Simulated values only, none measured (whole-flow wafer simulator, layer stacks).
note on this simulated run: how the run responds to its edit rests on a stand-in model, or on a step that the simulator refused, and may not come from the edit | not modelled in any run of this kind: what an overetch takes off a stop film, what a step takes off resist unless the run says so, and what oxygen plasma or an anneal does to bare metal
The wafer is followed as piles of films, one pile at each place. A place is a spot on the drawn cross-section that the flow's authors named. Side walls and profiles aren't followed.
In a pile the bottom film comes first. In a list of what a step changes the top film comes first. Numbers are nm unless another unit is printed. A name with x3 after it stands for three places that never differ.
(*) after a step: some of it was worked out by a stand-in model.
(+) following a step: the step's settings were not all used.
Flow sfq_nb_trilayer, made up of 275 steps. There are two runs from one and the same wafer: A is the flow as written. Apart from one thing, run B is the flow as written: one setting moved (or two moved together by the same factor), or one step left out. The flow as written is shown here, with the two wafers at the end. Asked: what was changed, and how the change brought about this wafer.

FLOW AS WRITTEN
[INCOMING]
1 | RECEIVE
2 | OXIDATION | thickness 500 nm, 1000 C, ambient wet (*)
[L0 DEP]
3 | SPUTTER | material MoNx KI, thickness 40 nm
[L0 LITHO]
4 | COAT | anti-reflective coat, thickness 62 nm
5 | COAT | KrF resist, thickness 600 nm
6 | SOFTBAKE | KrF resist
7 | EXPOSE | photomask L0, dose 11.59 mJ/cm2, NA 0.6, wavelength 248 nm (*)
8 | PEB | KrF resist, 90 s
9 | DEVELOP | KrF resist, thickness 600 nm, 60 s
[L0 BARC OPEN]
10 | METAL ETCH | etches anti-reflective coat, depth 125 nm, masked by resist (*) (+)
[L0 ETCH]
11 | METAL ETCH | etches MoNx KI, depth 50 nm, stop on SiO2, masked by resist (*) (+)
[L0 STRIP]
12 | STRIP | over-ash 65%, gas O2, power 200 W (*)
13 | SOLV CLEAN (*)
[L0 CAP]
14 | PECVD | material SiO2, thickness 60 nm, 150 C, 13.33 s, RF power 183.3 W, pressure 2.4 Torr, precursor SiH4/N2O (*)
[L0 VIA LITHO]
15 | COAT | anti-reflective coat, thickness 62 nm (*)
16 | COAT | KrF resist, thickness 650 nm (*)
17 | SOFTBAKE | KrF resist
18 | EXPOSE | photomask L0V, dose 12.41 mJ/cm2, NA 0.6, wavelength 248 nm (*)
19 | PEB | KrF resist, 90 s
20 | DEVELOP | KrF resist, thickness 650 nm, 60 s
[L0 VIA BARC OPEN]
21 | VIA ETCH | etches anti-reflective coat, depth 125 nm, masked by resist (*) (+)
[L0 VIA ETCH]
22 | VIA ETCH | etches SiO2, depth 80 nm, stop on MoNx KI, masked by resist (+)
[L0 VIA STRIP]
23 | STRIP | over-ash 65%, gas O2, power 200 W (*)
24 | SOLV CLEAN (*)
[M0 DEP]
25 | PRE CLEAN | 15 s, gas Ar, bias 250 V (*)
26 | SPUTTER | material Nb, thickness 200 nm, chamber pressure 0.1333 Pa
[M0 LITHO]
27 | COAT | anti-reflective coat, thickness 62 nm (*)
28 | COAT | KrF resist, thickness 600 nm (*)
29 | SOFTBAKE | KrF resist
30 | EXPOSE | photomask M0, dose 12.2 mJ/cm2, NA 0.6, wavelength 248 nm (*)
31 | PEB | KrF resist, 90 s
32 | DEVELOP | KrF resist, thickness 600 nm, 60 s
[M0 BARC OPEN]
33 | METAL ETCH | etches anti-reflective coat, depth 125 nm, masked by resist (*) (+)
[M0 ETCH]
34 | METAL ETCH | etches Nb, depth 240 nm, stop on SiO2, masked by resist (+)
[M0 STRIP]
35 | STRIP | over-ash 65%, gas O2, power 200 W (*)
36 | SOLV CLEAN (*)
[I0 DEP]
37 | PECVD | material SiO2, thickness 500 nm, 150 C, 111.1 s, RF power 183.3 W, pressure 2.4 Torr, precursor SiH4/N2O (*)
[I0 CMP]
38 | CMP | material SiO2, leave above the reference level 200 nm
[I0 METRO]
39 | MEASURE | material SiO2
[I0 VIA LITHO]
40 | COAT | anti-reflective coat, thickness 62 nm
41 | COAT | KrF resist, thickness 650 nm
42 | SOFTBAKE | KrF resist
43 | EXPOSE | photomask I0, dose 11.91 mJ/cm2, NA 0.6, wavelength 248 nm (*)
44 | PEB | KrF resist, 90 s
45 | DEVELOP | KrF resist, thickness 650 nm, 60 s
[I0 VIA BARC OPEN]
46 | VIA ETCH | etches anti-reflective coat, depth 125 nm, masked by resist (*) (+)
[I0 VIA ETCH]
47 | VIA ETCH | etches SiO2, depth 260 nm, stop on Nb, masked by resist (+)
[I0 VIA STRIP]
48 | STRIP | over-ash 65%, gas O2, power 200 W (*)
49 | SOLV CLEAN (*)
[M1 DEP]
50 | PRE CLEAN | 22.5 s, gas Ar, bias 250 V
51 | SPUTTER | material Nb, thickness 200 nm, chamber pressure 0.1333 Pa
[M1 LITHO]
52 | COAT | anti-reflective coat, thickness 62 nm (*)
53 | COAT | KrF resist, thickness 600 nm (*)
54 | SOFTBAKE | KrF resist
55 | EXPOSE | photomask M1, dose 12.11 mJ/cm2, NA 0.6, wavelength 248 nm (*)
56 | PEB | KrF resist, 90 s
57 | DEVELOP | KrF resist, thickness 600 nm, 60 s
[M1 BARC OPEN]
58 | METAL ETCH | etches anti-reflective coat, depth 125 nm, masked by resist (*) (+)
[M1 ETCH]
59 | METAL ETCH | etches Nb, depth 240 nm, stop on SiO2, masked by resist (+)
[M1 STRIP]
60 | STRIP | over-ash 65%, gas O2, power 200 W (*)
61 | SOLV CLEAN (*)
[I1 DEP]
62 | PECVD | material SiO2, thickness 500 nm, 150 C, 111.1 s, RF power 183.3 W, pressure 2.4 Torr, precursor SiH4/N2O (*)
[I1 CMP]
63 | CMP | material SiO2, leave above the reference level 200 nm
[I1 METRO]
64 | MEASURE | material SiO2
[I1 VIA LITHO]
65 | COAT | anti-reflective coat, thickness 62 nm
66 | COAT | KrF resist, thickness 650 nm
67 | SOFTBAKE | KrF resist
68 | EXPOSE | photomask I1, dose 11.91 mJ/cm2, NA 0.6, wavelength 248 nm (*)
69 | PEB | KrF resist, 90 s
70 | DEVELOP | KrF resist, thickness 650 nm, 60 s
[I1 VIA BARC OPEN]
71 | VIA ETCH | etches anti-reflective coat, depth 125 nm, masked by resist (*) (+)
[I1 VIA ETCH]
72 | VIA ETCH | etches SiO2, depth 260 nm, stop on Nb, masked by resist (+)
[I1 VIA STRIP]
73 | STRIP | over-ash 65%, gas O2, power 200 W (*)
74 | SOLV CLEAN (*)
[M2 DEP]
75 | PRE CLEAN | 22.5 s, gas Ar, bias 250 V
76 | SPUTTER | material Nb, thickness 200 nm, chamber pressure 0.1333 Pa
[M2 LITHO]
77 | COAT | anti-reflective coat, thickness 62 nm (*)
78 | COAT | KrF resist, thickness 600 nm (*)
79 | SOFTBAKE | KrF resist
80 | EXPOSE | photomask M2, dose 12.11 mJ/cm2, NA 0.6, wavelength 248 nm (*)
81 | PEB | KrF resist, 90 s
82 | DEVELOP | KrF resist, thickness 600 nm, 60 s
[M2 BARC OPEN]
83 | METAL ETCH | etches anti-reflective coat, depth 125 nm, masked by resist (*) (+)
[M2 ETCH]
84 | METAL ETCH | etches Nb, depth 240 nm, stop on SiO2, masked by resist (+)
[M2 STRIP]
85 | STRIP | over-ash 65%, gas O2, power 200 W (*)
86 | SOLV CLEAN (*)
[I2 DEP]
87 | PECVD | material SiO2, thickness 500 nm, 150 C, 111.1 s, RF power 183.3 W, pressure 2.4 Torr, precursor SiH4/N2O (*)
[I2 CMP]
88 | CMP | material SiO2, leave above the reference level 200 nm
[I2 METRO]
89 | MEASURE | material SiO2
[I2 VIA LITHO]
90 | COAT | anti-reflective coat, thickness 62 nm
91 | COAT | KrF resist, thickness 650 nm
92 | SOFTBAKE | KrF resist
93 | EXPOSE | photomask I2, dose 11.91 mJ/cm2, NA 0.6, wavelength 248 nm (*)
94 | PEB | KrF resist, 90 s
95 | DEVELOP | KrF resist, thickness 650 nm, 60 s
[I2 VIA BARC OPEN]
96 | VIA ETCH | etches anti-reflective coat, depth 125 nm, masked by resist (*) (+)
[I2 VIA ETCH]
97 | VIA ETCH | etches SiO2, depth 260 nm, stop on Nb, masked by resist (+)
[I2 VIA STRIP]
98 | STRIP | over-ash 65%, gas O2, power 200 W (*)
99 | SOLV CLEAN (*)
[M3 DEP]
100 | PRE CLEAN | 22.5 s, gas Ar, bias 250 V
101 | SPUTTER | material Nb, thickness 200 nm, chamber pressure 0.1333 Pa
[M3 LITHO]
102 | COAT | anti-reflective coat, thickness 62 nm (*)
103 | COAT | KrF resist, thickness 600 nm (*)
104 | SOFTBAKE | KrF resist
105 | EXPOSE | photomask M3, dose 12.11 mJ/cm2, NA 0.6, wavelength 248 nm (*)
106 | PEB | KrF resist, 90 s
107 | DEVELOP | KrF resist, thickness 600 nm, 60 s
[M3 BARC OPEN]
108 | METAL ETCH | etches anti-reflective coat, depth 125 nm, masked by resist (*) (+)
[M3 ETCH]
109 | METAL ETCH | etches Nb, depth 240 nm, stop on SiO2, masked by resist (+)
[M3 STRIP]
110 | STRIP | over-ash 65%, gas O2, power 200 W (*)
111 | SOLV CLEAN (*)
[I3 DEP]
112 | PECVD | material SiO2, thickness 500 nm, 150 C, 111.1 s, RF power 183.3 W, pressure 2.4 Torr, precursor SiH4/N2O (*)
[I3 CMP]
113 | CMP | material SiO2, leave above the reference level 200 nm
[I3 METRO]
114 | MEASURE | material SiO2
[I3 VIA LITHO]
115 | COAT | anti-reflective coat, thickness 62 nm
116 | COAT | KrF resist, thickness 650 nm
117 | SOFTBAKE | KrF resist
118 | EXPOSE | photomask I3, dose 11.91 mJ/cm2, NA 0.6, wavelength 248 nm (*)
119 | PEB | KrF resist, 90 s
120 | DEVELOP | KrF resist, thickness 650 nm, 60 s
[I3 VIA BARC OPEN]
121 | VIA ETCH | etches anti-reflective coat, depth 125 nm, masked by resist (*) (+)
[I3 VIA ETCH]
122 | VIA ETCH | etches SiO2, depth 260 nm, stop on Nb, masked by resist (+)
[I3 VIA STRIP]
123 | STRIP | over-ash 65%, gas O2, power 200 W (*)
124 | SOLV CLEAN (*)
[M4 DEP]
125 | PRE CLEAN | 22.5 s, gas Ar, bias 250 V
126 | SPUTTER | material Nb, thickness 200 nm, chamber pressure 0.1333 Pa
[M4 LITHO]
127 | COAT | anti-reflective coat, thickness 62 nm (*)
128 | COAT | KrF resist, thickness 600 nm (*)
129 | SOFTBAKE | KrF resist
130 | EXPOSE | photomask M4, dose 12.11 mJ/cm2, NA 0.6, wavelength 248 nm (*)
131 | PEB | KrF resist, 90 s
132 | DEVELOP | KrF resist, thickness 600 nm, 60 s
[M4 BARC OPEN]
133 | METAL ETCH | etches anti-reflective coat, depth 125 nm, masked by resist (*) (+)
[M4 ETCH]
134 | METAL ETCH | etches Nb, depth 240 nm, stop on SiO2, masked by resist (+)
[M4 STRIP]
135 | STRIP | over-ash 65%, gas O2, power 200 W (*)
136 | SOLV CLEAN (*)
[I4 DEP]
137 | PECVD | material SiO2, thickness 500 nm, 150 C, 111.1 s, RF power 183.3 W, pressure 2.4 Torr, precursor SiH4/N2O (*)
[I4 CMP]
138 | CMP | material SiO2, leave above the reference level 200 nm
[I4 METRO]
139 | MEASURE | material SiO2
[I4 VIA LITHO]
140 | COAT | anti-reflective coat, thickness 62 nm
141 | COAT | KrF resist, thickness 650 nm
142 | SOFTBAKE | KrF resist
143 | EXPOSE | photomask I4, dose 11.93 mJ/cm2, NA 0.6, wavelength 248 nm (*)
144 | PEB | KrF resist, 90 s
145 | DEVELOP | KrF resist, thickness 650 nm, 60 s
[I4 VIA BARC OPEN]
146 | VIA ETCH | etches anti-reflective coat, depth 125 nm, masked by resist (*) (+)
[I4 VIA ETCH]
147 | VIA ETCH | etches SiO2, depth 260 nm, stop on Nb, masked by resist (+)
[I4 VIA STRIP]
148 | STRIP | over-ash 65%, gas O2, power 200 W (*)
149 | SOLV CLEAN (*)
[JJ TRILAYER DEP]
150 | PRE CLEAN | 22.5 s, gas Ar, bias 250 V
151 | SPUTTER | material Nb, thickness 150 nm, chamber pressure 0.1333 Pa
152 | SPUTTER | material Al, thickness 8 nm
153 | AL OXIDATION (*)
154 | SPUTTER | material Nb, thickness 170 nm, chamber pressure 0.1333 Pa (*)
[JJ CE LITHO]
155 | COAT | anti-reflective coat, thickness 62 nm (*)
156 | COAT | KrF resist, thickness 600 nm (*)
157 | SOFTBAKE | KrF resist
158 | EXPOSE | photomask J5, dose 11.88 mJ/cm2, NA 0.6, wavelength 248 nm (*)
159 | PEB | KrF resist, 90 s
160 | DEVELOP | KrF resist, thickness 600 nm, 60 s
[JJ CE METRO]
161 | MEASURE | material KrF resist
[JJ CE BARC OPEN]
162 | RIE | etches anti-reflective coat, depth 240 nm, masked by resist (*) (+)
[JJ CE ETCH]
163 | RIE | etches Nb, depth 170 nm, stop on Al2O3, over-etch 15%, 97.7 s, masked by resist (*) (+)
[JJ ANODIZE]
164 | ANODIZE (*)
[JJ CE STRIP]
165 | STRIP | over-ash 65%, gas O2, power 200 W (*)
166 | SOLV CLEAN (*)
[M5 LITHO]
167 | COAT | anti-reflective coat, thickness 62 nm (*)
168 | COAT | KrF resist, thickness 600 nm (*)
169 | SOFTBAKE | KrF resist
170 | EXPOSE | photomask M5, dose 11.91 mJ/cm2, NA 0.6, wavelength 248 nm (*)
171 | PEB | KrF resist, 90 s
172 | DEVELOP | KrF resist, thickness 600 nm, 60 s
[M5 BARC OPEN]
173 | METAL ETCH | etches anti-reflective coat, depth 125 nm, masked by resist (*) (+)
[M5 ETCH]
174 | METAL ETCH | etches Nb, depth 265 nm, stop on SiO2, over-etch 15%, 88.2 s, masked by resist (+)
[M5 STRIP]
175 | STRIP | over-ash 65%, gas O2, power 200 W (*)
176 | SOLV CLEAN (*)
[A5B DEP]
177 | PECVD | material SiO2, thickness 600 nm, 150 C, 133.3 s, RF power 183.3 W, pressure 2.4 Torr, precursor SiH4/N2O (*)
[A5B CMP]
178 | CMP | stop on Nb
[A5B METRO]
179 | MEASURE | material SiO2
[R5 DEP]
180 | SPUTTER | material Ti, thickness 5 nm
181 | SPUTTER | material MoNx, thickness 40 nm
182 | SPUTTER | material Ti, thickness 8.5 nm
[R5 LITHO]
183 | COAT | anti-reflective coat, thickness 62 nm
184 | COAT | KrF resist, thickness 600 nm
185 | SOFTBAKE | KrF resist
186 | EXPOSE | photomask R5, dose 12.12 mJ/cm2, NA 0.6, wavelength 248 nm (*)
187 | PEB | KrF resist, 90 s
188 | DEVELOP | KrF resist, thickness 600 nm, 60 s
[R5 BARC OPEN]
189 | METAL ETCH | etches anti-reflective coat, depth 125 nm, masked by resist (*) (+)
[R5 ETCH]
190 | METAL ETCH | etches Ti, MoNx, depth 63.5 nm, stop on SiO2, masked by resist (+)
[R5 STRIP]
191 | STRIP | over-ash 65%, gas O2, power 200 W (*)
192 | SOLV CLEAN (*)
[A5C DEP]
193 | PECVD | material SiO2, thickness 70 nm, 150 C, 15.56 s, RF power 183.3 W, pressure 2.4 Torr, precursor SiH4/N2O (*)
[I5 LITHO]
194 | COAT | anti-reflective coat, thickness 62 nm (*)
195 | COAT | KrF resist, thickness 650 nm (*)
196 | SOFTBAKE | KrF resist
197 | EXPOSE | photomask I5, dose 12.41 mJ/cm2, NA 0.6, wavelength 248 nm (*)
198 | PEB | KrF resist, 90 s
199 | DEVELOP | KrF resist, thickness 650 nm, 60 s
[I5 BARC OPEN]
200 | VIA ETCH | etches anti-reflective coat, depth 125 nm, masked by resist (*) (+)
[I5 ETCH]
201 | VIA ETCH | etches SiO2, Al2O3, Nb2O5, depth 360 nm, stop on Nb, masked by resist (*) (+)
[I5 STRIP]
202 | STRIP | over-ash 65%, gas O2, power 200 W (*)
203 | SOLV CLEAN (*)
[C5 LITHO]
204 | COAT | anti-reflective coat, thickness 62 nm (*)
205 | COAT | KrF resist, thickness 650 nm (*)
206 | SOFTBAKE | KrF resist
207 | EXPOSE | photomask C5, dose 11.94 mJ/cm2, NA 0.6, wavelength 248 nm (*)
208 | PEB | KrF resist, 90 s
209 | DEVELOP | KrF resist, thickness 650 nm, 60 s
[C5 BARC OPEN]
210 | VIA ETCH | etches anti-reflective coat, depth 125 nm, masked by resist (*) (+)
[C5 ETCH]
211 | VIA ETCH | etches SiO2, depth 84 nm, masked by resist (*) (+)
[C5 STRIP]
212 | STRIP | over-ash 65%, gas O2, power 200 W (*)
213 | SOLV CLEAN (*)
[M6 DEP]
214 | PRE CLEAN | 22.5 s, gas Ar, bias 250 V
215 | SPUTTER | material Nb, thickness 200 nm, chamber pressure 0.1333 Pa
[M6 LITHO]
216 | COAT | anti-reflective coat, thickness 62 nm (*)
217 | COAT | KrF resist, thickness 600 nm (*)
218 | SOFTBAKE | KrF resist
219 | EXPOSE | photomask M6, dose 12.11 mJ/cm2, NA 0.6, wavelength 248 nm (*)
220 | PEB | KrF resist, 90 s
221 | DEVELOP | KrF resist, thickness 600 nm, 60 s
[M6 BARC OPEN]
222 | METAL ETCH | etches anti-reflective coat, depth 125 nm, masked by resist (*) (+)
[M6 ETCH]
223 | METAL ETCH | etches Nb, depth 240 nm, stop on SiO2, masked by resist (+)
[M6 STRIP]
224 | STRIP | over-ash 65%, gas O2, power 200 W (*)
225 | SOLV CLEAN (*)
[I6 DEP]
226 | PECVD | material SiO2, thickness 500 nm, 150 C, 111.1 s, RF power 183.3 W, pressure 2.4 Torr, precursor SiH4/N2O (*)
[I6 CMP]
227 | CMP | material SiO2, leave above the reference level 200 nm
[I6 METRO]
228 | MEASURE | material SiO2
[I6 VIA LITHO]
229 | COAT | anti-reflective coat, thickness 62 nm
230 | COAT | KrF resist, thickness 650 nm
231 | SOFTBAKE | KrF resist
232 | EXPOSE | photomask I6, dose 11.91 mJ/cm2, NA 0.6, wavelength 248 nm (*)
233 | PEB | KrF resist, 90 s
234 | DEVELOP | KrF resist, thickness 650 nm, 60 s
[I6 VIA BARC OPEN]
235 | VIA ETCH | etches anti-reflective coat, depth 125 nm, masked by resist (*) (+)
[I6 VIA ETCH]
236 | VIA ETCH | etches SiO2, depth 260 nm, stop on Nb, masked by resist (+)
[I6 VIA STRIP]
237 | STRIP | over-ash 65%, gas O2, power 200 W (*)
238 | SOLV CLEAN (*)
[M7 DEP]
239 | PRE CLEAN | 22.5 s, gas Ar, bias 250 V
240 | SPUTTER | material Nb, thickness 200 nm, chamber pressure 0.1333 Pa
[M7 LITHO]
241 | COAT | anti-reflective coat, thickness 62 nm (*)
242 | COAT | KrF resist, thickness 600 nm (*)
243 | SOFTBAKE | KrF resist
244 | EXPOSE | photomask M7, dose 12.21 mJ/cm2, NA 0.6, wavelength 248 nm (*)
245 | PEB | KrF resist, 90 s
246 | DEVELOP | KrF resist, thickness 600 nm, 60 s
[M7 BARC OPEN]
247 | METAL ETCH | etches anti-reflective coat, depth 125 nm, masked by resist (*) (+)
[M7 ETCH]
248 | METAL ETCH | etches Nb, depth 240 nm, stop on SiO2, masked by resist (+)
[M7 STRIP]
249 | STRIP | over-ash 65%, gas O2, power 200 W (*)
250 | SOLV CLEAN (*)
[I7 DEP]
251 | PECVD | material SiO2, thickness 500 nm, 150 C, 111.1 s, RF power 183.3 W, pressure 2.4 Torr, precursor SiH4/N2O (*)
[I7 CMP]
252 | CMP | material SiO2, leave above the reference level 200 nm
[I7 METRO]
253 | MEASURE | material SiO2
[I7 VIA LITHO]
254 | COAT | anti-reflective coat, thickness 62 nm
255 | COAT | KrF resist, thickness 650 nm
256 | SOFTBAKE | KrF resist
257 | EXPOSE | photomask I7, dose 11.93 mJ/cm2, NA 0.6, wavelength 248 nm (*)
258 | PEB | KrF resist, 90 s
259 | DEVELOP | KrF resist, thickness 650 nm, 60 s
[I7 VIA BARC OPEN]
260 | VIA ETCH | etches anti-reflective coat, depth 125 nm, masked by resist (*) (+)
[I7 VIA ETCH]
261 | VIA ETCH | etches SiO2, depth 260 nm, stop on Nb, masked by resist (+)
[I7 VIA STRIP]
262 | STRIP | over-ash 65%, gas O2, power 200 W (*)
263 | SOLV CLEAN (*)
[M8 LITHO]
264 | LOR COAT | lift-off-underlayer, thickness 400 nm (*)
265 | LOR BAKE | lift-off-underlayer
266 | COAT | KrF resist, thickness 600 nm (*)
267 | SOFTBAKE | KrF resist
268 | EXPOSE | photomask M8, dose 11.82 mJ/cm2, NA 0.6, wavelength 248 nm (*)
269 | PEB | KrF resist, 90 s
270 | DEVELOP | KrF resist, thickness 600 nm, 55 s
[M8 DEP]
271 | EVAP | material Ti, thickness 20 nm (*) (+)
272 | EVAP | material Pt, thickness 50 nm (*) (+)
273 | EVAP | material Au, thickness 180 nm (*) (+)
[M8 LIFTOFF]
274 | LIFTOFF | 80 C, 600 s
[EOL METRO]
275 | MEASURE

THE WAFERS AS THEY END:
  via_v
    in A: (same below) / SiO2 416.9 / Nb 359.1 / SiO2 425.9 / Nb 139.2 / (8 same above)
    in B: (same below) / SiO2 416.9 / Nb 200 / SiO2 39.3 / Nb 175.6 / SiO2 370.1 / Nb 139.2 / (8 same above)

The reason: step 122, VIA ETCH: depth 153 nm was run, though the flow has depth 260 nm.

The path from the change to this, step by step:
  122 | VIA ETCH | etches SiO2, depth 260 nm, stop on Nb, masked by resist (+)
      via_v: A -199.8 SiO2 (all of it) | B -153 SiO2
      field_l, v_sur, via_wl and 102 more: A -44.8 KrF resist | B -26.4 KrF resist
  123 | STRIP | over-ash 65%, gas O2, power 200 W (*)
      field_l, v_sur, via_wl and 102 more: A -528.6 KrF resist (all of it), -62 anti-reflective coat (all of it) | B -547.1 KrF resist (all of it), -62 anti-reflective coat (all of it)
  125 | PRE CLEAN | 22.5 s, gas Ar, bias 250 V
      via_v: A -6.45 Nb | B -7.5 SiO2
  126 | SPUTTER | material Nb, thickness 200 nm, chamber pressure 0.1333 Pa
      via_v: A +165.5 Nb | B +175.6 Nb (new film)
  127 | COAT | anti-reflective coat, thickness 62 nm (*)
      via_v: A +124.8 anti-reflective coat (new film) | B +113.3 anti-reflective coat (new film)
  128 | COAT | KrF resist, thickness 600 nm (*)
      via_v: A +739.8 KrF resist (new film) | B +702.6 KrF resist (new film)
  135 | STRIP | over-ash 65%, gas O2, power 200 W (*)
      via_v: A -521.8 KrF resist (all of it), -124.8 anti-reflective coat (all of it) | B -484.8 KrF resist (all of it), -113.3 anti-reflective coat (all of it)
  137 | PECVD | material SiO2, thickness 500 nm, 150 C, 111.1 s, RF power 183.3 W, pressure 2.4 Torr, precursor SiH4/N2O (*)
      via_v: A +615 SiO2 (new film) | B +534.7 SiO2 (new film)
  138 | CMP | material SiO2, leave above the reference level 200 nm
      via_v: A -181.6 SiO2 | B -157.1 SiO2
Taking metal films that touch as one body, via_v has 7 bodies (between them, from the top down: SiO2 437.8; SiO2 209 / Al2O3 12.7 / Nb2O5 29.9; SiO2 370.1; SiO2 39.3; SiO2 416.9; SiO2 192.5); the flow as written gives 6 bodies (between them, from the top down: SiO2 437.8; SiO2 209 / Al2O3 12.7 / Nb2O5 29.9; SiO2 425.9; SiO2 416.9; SiO2 192.5).
